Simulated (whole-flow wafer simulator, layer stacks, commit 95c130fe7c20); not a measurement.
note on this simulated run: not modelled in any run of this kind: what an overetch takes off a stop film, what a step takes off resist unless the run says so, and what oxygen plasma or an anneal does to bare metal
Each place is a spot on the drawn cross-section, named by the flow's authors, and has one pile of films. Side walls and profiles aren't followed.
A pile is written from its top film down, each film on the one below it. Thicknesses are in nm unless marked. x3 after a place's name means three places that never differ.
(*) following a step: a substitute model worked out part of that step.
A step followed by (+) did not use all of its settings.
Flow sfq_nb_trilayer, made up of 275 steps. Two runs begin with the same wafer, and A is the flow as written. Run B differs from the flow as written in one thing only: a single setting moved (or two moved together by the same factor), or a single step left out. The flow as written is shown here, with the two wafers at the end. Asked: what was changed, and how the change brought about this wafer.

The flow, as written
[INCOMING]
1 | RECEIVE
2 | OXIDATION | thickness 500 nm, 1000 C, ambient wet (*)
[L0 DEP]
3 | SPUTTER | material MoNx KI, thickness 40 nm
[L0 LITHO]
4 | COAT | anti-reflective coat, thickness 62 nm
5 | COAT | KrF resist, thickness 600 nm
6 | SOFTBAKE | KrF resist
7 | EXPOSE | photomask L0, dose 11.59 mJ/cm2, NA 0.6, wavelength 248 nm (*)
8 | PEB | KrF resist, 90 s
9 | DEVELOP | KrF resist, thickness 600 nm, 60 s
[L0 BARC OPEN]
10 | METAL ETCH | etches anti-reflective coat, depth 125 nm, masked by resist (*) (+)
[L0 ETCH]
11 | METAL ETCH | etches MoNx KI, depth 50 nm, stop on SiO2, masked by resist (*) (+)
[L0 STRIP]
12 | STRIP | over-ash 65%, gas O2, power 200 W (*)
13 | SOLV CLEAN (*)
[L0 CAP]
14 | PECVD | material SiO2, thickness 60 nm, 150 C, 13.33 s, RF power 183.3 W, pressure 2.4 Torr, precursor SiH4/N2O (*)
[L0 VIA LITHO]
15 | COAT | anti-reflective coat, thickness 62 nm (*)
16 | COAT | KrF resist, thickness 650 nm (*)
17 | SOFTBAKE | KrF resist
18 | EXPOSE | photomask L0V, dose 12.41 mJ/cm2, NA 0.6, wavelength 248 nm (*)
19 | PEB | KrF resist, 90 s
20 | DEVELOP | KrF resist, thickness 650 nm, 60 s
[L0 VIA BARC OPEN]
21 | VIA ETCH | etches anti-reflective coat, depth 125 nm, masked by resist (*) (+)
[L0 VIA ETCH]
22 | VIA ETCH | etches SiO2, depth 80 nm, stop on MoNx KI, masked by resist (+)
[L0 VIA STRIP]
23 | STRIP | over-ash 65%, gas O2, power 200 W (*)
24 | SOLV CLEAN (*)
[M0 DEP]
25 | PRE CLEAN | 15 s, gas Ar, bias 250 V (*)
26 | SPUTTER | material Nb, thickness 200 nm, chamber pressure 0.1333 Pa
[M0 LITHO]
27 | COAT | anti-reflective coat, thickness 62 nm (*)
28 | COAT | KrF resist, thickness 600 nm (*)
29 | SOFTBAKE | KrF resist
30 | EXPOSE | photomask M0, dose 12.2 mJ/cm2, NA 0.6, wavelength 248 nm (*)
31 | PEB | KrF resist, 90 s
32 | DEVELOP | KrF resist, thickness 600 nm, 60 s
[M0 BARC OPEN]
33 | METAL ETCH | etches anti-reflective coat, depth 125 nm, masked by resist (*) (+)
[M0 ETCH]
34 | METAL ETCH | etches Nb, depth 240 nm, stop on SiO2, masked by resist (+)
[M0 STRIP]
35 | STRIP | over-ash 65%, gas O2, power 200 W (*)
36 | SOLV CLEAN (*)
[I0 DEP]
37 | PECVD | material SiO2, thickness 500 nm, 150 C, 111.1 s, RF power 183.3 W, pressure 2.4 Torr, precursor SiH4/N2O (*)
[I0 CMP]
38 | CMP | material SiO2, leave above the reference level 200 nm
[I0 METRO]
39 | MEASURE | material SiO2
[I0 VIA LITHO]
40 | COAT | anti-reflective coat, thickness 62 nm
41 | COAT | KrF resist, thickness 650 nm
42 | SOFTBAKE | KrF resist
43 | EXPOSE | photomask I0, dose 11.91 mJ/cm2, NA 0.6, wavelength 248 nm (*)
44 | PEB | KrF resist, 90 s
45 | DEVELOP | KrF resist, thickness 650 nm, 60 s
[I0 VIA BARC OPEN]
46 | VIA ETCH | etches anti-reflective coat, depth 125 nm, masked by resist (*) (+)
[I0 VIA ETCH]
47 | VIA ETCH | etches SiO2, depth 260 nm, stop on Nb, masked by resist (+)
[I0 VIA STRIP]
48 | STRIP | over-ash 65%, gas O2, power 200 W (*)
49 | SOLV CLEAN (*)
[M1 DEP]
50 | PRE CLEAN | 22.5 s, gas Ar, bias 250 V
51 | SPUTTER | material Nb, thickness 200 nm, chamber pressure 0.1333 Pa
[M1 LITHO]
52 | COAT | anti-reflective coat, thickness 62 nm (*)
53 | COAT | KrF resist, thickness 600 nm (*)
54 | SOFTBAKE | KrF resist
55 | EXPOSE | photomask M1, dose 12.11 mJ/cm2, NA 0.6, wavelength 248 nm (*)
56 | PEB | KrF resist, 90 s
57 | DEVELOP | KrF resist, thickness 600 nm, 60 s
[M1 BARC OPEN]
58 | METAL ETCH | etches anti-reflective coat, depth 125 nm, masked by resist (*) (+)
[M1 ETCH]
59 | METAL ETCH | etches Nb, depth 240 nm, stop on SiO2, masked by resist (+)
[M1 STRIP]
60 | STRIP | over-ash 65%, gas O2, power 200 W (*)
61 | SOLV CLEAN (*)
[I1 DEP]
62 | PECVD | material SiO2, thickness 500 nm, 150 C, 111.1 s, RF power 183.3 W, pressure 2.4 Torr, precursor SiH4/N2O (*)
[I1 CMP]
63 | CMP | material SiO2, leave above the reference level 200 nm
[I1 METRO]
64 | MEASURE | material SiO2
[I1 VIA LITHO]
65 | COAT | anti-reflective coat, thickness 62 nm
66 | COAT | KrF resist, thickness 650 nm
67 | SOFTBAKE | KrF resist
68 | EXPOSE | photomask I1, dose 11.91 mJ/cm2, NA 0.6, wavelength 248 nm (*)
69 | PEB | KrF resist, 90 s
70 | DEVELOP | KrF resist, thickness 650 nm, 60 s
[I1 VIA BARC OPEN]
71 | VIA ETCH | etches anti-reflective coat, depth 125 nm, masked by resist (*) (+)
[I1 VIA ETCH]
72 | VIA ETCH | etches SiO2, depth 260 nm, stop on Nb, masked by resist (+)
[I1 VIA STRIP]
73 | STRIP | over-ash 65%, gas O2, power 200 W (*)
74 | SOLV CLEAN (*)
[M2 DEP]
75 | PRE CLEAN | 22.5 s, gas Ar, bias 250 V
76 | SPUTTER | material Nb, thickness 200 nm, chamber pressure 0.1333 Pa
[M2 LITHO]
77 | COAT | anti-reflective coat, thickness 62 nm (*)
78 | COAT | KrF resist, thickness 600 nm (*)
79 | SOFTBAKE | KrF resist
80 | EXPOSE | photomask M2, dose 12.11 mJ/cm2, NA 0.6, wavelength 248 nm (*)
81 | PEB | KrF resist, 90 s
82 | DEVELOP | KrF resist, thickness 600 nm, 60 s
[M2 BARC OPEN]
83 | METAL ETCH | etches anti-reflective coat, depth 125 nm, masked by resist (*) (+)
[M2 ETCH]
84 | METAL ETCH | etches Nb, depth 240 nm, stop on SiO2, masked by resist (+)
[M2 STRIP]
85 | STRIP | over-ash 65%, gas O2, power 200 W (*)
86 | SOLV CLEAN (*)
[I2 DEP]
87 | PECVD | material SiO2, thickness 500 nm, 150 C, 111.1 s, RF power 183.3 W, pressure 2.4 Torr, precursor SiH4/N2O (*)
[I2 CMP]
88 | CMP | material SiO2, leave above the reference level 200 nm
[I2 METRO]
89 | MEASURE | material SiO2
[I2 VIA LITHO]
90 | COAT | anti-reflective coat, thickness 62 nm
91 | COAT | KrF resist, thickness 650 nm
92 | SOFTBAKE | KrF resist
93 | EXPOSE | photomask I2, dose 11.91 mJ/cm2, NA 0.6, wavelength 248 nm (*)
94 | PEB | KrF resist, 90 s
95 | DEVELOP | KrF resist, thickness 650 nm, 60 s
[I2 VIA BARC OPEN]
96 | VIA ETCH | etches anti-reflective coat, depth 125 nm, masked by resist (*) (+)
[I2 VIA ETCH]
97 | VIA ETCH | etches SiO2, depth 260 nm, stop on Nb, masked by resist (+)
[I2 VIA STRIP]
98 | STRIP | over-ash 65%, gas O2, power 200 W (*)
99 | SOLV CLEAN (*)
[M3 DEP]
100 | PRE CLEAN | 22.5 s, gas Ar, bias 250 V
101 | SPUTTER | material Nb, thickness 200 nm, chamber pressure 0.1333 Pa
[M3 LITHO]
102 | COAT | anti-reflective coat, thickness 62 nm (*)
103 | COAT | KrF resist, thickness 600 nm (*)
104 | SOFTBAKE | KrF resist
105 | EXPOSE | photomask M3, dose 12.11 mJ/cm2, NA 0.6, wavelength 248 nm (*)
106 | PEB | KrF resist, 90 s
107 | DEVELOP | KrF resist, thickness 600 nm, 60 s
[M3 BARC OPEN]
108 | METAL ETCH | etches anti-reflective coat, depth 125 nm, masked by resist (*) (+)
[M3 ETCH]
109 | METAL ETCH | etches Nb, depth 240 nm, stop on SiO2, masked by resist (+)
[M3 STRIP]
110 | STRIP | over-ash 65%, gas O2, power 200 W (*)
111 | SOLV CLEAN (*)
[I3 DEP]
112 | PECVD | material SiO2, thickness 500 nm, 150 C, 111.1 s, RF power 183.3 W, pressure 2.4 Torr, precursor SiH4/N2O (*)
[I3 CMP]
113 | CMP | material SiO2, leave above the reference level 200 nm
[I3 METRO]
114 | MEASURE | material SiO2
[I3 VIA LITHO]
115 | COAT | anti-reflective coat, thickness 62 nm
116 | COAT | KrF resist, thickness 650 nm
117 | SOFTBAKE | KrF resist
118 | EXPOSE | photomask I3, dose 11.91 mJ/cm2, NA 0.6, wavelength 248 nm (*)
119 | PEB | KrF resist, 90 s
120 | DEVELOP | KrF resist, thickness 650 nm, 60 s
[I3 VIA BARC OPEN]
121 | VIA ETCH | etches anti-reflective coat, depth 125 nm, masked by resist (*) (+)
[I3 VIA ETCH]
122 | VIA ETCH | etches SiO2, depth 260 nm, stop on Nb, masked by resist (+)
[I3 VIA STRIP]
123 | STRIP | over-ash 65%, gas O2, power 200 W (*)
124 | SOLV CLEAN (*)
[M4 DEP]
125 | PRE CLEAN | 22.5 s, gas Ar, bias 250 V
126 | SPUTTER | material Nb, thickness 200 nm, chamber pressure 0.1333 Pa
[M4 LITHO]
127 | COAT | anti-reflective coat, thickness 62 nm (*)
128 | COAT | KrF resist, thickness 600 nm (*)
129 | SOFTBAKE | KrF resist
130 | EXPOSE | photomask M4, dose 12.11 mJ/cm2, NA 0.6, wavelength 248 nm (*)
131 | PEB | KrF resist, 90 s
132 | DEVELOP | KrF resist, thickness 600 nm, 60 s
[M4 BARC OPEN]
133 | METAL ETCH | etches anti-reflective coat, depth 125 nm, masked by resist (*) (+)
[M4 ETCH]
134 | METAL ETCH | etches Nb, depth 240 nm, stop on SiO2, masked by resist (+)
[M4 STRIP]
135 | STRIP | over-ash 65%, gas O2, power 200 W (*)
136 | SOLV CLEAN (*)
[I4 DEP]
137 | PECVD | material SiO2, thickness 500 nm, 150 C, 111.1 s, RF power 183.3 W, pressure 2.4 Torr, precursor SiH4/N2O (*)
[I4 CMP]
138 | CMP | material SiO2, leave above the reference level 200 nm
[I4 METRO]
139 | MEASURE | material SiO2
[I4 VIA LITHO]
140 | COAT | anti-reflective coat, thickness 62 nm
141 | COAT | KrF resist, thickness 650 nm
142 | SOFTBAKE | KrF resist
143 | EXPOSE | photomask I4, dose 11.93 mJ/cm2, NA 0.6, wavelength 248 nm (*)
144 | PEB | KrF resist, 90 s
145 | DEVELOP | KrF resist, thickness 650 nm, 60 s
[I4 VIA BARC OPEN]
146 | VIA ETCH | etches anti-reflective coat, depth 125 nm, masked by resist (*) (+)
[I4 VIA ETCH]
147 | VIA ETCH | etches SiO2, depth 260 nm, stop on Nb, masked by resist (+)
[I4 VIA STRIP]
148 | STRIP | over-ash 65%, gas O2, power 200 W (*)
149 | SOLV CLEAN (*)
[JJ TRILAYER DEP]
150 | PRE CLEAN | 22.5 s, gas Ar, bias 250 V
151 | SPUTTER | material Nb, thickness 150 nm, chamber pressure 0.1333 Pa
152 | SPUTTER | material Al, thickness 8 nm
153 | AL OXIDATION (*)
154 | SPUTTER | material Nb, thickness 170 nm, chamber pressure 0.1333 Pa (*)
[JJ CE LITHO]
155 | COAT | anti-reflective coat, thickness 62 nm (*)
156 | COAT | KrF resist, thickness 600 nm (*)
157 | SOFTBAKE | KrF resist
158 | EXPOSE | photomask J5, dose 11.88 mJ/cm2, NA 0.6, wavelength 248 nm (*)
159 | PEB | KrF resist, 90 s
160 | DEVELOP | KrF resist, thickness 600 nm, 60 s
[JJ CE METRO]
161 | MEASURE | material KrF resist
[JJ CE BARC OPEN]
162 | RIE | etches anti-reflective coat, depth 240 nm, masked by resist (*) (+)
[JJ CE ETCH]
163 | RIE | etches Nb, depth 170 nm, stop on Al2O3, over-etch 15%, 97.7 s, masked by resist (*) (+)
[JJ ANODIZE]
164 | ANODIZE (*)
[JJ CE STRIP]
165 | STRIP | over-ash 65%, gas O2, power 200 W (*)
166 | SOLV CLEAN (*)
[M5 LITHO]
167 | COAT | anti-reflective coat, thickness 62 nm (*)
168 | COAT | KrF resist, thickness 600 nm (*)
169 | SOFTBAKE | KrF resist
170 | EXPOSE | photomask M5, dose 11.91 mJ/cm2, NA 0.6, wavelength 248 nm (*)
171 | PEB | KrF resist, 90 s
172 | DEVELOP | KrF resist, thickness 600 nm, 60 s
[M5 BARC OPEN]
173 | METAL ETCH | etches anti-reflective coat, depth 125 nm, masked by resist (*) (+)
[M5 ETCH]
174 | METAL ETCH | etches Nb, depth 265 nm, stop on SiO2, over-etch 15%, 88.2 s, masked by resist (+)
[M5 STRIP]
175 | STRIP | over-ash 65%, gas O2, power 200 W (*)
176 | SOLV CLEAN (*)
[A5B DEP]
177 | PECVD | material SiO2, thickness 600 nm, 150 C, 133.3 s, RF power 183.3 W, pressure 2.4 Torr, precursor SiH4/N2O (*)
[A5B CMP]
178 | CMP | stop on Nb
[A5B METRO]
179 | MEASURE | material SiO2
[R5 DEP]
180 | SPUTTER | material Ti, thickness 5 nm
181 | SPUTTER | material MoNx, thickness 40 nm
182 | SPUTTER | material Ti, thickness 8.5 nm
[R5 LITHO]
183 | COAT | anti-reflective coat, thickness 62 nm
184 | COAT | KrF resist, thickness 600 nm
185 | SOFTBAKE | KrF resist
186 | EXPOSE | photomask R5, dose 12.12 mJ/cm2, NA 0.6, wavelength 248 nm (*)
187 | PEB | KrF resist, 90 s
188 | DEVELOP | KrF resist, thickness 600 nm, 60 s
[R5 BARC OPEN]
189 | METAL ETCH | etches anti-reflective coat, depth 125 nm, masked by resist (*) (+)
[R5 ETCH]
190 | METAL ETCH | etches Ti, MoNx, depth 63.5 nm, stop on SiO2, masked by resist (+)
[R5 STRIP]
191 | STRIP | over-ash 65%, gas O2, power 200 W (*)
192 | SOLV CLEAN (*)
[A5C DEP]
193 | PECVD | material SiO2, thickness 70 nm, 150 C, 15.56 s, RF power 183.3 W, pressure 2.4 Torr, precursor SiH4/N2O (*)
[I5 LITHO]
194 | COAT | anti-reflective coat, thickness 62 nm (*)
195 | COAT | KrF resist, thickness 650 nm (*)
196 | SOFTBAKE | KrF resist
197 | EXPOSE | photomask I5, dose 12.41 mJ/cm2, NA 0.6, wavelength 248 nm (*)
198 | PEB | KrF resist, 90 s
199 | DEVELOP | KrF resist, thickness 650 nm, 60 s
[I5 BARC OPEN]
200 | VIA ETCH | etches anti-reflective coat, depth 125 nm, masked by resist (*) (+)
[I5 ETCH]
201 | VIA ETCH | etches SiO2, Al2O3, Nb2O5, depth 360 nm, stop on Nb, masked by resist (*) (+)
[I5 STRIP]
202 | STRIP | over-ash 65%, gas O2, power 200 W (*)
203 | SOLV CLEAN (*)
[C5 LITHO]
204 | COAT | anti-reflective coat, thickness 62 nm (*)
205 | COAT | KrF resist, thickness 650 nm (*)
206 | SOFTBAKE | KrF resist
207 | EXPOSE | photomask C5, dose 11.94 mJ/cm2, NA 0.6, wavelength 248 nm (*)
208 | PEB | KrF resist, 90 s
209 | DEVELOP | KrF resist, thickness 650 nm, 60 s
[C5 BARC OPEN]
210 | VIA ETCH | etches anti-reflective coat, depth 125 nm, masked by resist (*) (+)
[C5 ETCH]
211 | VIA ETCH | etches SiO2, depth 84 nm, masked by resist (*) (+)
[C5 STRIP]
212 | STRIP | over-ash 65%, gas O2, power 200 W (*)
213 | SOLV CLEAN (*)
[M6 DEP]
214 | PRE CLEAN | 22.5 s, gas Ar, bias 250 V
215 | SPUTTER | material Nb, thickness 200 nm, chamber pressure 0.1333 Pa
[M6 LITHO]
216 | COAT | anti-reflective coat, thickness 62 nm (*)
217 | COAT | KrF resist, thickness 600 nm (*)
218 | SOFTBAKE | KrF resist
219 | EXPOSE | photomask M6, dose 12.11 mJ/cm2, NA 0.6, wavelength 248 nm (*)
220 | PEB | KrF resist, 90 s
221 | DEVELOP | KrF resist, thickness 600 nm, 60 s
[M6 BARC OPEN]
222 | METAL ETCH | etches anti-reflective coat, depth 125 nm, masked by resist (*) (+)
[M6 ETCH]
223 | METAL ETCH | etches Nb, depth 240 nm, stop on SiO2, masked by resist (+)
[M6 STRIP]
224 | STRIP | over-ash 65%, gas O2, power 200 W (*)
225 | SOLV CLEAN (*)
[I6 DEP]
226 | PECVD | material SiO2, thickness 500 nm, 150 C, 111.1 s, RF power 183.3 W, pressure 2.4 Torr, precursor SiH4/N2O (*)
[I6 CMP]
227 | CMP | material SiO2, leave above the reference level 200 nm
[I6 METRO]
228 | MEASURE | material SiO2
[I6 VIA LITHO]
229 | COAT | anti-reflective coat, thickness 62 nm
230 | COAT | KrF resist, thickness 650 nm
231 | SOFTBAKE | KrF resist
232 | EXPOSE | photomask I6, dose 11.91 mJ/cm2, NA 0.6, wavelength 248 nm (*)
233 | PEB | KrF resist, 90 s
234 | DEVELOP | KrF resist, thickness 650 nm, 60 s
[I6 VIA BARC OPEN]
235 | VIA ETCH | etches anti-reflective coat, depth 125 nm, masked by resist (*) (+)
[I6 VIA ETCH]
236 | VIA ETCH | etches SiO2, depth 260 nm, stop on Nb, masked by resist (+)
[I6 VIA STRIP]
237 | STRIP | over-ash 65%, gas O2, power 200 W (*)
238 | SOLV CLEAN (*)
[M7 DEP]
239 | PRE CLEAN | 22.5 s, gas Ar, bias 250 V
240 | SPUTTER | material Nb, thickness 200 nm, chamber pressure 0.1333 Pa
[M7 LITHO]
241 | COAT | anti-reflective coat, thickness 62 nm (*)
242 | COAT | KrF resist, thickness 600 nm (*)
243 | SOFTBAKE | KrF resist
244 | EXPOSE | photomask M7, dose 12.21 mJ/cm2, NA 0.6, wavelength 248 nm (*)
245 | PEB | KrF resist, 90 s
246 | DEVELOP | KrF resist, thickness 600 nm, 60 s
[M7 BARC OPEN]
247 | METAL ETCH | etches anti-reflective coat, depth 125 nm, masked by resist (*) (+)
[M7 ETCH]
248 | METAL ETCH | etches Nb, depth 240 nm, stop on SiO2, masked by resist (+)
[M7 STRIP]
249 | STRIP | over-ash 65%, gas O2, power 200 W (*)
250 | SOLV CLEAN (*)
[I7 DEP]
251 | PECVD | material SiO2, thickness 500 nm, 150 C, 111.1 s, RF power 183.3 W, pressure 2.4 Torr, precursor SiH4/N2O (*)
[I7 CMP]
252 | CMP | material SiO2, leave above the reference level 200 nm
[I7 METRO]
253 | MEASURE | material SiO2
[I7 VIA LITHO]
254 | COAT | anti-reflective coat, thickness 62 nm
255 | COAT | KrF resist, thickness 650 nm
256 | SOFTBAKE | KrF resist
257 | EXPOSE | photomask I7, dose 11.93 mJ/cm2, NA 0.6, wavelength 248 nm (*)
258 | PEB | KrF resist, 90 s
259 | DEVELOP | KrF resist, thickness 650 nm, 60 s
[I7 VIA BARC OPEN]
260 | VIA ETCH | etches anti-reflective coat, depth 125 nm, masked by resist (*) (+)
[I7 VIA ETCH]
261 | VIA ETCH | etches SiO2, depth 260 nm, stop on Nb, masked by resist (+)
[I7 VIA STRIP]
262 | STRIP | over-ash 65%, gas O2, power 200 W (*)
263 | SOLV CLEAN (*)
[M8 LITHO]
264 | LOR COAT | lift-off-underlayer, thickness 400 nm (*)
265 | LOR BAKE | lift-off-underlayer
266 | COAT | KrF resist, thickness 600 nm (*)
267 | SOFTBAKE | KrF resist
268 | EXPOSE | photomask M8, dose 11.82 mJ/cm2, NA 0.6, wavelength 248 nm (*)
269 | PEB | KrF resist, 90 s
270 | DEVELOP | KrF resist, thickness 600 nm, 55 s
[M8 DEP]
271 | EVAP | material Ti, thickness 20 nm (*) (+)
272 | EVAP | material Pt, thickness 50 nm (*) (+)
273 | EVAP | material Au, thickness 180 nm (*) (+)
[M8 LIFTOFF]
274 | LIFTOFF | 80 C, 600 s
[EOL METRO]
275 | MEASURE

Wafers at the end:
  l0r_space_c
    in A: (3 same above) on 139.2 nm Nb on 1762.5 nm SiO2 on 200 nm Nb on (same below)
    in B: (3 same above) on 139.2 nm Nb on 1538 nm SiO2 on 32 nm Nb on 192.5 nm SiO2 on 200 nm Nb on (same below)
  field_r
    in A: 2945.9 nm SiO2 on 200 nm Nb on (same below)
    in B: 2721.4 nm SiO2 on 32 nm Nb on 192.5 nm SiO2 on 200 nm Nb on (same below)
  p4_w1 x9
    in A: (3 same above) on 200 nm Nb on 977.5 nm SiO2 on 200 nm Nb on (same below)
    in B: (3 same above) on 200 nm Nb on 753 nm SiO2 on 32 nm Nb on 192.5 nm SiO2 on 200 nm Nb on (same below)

Cause: step 59, METAL ETCH: depth 168 nm was run, though the flow has depth 240 nm.

The path from the change to this, step by step:
  59 | METAL ETCH | etches Nb, depth 240 nm, stop on SiO2, masked by resist (+)
      field_l, be, be_sur and 79 more: A Nb loses 200 (all of it) | B Nb loses 168
      v_sur, via_wl, via_w and 21 more: A KrF resist loses 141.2 | B KrF resist loses 98.8
  60 | STRIP | over-ash 65%, gas O2, power 200 W (*)
      wl_j_sl, wl_jj, wl_j_sr and 13 more: A KrF resist loses 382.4 (all of it), anti-reflective coat loses 62 (all of it) | B KrF resist loses 424.7 (all of it), anti-reflective coat loses 62 (all of it)
      v_sur: A KrF resist loses 365.9 (all of it), anti-reflective coat loses 61.1 (all of it) | B KrF resist loses 408.2 (all of it), anti-reflective coat loses 61.1 (all of it)
      (and at 7 other places as well)
  62 | PECVD | material SiO2, thickness 500 nm, 150 C, 111.1 s, RF power 183.3 W, pressure 2.4 Torr, precursor SiH4/N2O (*)
      field_l, be, be_sur and 72 more: A SiO2 gains 500 | B SiO2 gains 500 (new film)
      lsp_m, ln_m6, lsp_r, l0_sur, l0v: A SiO2 gains 494.9 | B SiO2 gains 500 (new film)
      (and at 2 other places as well)
  63 | CMP | material SiO2, leave above the reference level 200 nm
      field_l, be, be_sur and 72 more: A SiO2 loses 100 | B SiO2 loses 132
      lsp_m, ln_m6, lsp_r, l0_sur, l0v: A SiO2 loses 94.9 | B SiO2 loses 132
If metal films that touch count as one body, l0r_space_c has 3 bodies (between them, from the top down: SiO2 1538; SiO2 192.5); the flow as written gives 2 bodies (between them, from the top down: SiO2 1762.5).
If metal films that touch count as one body, field_r has 2 bodies (between them, from the top down: SiO2 192.5); the flow as written gives 1 body.
If metal films that touch count as one body, p4_w1 x9 has 4 bodies (between them, from the top down: SiO2 192.5; SiO2 753; SiO2 192.5); the flow as written gives 3 bodies (between them, from the top down: SiO2 192.5; SiO2 977.5).
